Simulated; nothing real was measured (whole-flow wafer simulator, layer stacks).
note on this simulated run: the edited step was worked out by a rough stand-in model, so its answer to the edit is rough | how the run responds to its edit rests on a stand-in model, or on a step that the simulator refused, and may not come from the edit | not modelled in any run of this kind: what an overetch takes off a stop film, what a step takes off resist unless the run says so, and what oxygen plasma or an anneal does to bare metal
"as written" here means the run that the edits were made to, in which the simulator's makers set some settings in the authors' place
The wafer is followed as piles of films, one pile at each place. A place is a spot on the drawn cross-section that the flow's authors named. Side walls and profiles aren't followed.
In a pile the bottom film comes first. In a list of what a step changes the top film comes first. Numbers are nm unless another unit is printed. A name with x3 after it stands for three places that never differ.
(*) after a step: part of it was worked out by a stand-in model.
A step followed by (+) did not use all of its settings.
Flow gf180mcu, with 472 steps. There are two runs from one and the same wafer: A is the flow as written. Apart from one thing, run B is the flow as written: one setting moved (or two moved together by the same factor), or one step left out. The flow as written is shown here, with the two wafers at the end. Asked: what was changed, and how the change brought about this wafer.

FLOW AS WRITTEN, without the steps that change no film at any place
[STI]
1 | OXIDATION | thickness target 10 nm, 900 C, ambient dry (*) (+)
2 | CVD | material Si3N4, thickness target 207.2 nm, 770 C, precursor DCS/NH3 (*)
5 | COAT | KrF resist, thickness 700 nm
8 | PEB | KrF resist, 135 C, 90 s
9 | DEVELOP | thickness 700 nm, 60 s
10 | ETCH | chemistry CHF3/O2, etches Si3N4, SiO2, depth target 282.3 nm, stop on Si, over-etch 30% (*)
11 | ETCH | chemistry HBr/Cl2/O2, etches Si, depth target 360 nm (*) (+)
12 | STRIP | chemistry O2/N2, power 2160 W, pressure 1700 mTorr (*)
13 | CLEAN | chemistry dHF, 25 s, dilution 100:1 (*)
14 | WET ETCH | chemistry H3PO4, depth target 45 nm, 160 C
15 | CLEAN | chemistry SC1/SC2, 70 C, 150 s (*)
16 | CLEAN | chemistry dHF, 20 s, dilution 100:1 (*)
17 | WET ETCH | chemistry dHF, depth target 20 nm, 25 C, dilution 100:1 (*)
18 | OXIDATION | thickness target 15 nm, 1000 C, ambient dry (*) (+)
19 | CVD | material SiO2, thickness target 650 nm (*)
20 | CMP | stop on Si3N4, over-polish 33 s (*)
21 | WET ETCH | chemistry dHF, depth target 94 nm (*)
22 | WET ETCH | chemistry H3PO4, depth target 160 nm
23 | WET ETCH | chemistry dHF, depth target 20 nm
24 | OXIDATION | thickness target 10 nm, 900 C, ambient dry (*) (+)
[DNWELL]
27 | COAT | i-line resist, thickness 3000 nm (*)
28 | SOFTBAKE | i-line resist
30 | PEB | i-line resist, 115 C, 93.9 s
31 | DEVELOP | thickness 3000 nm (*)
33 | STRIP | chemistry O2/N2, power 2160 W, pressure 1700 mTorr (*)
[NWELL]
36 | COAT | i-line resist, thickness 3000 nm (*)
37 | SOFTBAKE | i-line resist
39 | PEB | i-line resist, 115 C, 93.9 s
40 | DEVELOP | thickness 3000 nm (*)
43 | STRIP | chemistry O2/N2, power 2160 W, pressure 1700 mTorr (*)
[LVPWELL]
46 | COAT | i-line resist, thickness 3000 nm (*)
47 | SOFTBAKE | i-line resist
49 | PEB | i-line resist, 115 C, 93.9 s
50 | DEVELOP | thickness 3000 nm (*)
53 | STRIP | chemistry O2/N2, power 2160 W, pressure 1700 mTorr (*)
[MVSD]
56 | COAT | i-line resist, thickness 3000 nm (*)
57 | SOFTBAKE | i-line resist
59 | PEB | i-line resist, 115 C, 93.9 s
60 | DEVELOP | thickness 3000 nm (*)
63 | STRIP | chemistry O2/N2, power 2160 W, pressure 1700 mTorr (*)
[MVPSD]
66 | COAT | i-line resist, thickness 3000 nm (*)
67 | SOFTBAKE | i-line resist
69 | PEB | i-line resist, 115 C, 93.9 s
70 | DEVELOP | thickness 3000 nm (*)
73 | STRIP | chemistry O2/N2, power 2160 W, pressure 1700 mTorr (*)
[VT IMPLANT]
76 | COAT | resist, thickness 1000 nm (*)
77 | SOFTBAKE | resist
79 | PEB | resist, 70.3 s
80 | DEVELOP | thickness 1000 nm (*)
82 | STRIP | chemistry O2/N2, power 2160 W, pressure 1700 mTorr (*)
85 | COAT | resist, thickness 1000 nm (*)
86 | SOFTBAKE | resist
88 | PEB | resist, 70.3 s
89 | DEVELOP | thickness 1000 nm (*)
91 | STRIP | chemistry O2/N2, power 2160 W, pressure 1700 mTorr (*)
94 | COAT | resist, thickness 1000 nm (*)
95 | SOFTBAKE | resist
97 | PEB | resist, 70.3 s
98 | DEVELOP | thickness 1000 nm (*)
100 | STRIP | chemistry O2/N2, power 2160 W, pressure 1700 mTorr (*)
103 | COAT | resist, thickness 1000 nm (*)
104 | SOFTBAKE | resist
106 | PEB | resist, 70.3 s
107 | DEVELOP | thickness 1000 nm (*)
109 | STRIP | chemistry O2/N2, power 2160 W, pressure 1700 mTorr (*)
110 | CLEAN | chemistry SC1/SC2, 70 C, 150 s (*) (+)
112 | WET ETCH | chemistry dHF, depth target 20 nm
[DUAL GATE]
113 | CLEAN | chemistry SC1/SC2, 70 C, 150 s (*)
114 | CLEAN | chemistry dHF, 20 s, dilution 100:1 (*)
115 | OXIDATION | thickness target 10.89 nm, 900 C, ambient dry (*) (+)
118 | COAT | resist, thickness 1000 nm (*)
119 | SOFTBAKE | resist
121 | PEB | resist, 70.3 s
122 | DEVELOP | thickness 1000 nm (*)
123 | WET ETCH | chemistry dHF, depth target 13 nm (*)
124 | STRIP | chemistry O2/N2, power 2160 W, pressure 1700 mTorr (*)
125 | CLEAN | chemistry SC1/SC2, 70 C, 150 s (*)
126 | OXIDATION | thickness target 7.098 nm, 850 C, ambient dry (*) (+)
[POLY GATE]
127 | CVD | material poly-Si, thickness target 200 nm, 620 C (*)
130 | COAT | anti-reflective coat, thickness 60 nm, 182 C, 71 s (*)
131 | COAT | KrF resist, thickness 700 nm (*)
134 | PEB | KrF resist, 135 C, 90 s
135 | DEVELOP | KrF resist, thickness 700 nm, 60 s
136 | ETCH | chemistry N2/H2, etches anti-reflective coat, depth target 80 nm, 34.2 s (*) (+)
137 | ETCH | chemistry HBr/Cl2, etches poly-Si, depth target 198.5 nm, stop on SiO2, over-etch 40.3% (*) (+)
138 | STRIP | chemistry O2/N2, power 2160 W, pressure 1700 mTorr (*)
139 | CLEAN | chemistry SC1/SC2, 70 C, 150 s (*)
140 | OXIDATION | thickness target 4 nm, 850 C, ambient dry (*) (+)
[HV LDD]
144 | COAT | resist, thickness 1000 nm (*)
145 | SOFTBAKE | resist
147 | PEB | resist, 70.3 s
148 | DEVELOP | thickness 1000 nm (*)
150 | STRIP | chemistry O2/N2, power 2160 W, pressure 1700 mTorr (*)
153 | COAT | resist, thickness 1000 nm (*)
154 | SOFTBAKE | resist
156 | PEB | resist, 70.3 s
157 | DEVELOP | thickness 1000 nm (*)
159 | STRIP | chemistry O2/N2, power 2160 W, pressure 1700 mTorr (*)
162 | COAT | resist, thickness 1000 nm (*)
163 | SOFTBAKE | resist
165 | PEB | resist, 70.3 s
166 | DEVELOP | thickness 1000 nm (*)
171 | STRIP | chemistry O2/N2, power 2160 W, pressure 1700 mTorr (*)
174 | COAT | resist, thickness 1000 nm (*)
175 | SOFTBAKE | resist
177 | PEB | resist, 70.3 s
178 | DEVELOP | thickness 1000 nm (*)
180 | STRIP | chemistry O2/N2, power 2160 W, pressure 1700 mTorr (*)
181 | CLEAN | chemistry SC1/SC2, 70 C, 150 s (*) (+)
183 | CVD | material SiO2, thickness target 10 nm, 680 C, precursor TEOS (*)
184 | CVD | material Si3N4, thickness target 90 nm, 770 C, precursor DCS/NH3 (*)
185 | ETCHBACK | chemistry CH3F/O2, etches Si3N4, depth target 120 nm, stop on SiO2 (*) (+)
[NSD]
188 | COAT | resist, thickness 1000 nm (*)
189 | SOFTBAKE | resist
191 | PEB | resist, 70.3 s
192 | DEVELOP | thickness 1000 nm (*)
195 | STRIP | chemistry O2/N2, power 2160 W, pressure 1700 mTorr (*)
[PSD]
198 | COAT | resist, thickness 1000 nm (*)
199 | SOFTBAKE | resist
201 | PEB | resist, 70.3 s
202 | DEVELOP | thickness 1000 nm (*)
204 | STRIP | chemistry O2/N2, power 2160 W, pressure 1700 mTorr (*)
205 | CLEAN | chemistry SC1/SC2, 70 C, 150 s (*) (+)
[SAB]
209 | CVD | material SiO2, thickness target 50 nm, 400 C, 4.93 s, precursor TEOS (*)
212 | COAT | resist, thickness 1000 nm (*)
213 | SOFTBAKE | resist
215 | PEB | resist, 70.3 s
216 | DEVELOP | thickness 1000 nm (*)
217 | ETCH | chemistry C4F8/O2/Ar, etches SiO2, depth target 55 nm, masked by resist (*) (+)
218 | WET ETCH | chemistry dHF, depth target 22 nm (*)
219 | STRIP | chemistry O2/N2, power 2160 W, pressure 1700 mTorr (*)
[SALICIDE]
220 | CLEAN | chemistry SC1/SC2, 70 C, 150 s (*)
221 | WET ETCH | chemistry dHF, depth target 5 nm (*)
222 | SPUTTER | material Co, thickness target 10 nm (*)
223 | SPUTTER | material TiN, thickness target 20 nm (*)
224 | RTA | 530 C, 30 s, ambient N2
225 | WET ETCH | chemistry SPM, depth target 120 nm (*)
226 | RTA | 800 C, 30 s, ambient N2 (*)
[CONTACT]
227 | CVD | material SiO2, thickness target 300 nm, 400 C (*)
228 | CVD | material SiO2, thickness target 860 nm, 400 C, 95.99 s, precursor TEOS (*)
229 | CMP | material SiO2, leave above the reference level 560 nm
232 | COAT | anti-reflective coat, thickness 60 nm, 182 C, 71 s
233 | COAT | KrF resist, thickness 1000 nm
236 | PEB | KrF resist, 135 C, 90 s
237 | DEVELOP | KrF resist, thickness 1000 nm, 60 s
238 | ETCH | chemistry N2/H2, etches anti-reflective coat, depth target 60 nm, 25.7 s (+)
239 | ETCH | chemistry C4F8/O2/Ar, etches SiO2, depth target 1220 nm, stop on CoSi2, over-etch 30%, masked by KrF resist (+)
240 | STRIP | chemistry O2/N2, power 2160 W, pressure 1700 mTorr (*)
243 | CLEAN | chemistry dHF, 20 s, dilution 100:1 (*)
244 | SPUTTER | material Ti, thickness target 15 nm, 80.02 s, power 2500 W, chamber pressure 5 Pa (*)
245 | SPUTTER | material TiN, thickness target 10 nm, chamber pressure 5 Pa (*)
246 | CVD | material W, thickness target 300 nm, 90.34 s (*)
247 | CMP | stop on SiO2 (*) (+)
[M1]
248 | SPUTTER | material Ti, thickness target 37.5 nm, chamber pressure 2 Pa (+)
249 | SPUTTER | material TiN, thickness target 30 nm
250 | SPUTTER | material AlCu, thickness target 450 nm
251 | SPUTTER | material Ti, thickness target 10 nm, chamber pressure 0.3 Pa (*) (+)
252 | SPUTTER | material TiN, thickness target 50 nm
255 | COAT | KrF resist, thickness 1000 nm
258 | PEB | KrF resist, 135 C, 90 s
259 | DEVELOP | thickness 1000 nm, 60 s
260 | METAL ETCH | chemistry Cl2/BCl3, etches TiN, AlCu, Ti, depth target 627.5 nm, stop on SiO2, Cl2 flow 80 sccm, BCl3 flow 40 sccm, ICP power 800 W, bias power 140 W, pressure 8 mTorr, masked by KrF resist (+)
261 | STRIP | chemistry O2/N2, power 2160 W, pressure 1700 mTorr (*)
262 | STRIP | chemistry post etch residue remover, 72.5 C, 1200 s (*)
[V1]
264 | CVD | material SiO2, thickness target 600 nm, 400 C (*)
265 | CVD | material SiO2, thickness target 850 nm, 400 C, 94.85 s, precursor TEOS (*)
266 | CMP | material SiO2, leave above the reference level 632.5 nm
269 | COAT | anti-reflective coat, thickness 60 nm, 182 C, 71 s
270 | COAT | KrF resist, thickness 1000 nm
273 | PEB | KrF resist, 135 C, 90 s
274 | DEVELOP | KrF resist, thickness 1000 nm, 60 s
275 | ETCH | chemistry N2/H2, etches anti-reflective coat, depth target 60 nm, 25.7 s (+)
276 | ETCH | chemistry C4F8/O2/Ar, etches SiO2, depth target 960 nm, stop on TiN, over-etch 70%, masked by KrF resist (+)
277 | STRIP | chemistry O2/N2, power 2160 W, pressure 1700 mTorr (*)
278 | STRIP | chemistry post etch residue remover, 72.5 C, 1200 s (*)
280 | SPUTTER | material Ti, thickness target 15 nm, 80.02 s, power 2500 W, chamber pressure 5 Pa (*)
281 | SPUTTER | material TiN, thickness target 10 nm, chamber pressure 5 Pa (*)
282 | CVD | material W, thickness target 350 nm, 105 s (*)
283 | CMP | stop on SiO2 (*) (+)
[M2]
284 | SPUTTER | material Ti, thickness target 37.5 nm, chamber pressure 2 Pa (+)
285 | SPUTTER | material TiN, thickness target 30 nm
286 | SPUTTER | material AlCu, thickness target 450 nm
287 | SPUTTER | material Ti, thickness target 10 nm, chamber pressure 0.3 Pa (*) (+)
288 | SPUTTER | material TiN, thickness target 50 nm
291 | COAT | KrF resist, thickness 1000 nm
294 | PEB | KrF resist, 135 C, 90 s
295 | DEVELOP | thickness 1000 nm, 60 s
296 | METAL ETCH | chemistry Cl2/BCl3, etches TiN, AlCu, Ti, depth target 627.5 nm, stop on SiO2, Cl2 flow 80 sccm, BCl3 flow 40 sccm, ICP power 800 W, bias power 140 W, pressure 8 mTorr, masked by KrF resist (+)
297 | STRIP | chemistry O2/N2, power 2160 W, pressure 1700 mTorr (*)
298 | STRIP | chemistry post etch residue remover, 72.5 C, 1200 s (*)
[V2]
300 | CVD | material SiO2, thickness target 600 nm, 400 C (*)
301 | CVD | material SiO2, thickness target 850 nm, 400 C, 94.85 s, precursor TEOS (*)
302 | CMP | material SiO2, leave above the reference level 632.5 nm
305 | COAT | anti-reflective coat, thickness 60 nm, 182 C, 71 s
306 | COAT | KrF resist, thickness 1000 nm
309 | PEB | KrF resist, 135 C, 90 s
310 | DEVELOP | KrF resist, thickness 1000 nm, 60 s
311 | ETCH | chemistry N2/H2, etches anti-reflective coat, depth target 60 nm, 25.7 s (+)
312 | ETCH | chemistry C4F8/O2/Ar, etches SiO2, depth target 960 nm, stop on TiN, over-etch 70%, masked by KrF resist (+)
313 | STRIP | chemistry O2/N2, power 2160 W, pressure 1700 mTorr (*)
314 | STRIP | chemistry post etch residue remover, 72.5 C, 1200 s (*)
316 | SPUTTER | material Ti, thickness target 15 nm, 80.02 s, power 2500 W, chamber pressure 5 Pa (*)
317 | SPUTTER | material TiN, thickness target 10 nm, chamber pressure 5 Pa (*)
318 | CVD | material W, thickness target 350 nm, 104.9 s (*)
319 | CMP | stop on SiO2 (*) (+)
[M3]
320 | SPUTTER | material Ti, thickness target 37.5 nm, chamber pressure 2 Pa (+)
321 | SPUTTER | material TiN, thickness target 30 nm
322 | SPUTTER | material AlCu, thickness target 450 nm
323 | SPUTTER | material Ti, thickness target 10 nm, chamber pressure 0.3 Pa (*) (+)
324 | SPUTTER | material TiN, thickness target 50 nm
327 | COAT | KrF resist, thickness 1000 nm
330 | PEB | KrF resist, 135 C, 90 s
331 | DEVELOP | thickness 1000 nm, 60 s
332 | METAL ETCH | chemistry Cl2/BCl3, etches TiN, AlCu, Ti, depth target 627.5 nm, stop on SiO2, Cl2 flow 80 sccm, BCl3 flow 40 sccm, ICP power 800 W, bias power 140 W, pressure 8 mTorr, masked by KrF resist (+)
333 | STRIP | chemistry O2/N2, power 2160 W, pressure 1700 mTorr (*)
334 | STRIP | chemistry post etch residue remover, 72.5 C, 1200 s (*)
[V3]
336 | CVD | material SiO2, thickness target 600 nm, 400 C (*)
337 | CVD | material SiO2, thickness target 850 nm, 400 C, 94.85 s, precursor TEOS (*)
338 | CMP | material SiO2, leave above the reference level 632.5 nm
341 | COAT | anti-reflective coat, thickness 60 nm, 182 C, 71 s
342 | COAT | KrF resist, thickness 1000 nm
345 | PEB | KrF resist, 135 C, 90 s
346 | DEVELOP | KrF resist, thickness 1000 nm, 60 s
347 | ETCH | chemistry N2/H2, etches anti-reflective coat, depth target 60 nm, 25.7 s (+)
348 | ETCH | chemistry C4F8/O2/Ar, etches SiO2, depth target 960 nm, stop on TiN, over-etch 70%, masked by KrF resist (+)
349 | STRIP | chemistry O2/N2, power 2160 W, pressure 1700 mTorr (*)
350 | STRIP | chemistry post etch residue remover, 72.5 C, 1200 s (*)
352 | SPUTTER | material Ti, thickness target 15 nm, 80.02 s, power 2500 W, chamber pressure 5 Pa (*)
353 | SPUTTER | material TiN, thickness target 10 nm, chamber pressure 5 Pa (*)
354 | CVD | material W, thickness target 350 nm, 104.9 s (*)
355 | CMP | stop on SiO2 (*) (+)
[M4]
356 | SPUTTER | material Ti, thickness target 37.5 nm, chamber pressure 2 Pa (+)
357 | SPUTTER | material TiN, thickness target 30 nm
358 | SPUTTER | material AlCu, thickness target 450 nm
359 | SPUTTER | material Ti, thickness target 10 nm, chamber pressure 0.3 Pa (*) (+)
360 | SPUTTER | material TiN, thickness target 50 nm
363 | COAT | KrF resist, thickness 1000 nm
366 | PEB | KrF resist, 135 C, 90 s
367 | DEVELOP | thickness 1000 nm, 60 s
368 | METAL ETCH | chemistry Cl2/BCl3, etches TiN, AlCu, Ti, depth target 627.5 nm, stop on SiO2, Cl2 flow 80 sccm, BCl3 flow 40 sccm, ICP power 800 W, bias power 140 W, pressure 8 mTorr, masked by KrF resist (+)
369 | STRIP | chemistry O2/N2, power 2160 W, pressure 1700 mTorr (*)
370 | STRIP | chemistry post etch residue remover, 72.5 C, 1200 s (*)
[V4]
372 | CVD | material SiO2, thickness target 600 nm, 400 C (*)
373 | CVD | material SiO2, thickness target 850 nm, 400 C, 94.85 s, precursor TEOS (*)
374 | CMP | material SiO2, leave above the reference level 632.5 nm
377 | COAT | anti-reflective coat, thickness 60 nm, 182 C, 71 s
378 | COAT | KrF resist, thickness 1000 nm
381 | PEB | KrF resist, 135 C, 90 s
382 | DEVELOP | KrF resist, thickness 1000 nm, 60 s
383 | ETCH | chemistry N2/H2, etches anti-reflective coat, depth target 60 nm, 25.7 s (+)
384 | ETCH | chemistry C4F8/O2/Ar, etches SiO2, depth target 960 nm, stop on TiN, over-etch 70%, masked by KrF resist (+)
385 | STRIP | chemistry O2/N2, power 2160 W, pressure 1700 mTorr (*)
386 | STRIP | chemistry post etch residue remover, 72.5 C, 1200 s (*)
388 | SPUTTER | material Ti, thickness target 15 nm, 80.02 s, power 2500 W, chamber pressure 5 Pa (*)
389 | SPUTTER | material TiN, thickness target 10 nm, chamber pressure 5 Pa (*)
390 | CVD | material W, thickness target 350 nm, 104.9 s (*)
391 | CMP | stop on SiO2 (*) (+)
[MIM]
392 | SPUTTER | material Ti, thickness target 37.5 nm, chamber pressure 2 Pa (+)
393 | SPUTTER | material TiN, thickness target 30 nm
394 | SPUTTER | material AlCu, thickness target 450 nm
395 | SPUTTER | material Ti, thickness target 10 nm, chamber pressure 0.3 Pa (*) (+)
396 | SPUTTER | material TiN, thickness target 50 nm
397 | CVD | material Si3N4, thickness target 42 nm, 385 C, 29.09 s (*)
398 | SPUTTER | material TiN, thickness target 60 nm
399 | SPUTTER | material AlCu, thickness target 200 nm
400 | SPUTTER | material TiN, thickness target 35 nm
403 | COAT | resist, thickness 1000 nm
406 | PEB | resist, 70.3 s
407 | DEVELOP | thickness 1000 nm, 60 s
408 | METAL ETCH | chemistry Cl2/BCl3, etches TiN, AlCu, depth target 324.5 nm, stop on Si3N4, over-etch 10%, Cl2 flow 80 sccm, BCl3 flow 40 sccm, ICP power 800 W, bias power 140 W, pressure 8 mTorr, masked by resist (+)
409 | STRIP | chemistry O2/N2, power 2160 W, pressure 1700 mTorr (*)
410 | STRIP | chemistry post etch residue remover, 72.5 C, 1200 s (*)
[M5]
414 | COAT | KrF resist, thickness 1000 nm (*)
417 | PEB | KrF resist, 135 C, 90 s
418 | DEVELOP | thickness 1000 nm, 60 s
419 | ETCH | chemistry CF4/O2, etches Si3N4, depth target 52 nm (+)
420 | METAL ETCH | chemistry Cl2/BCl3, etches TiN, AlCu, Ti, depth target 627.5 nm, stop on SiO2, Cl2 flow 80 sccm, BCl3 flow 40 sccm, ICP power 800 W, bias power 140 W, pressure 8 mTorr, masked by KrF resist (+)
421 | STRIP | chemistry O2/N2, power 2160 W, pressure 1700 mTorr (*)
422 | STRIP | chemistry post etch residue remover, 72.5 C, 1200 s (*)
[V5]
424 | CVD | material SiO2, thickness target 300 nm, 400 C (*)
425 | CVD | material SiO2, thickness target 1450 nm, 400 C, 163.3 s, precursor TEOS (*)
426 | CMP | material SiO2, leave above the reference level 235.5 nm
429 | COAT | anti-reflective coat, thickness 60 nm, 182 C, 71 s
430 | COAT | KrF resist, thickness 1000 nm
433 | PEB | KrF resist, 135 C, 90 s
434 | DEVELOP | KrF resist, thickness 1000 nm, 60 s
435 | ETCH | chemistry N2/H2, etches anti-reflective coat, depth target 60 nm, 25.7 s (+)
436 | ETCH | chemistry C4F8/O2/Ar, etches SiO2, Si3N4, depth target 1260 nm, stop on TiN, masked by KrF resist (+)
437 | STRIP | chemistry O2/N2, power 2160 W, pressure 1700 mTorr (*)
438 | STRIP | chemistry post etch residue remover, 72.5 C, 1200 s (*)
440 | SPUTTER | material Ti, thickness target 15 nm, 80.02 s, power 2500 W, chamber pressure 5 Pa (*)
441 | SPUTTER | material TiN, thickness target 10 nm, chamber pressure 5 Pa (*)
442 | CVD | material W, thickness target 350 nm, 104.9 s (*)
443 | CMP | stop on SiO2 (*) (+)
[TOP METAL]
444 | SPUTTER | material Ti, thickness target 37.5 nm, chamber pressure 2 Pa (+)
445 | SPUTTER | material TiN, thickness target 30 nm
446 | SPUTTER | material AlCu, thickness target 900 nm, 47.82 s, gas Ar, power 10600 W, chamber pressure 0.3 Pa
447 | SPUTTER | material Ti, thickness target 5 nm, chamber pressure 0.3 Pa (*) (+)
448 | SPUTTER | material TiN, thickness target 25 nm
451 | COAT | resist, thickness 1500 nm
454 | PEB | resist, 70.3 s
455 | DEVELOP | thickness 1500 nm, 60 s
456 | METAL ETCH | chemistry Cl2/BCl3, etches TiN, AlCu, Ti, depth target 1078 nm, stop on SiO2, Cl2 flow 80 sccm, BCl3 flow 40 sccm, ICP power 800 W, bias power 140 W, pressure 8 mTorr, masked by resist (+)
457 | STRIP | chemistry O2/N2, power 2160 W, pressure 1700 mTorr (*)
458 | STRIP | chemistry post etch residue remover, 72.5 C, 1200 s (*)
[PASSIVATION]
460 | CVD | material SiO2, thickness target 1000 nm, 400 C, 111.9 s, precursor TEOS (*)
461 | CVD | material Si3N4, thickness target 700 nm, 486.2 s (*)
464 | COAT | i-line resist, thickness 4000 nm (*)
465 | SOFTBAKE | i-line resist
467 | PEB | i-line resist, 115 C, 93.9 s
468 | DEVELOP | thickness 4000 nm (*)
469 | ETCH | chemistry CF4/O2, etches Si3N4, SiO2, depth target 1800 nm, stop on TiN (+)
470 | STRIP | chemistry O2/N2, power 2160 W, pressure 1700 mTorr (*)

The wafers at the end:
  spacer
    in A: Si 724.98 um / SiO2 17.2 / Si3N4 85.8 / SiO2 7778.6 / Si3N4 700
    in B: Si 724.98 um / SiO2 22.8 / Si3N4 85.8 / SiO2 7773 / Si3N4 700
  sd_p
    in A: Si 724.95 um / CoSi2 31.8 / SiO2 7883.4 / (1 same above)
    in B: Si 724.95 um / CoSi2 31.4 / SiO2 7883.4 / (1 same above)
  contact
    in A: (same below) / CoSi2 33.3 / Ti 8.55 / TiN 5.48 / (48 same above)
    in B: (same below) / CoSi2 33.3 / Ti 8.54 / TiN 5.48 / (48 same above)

What caused this: step 183, CVD: thickness target 15.6 nm was run, while the flow as written has thickness target 10 nm.

The path from the change to this, step by step:
  183 | CVD | material SiO2, thickness target 10 nm, 680 C, precursor TEOS (*)
      field, field__w1, field__w2 and 99 more: A +10 SiO2 | B +15.6 SiO2
      ld_drift_p: A +9.87 SiO2 | B +15.4 SiO2
      (as well as at 1 more place)
  189 | SOFTBAKE | resist
      field__w9: A +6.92 resist | B -3.07 resist
      field_sub__w1: A +7.47 resist | B +9.77 resist
  199 | SOFTBAKE | resist
      field__w9: A +6.92 resist | B -3.07 resist
      field_sub__w1: A +7.47 resist | B +9.77 resist
  218 | WET ETCH | chemistry dHF, depth target 22 nm (*)
      gate, gate_hv, gate_p and 23 more: A -5.48 SiO2 (all of it) | B -11.1 SiO2 (all of it)
      field, sti, mim_1p0 and 13 more: A -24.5 SiO2 | B -25.3 SiO2
      (as well as at 57 more places)
  229 | CMP | material SiO2, leave above the reference level 560 nm
      field__w2: A -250 SiO2 | B -255.9 SiO2
      field__w3: A -232.3 SiO2 | B -238.1 SiO2
      (as well as at 4 more places)
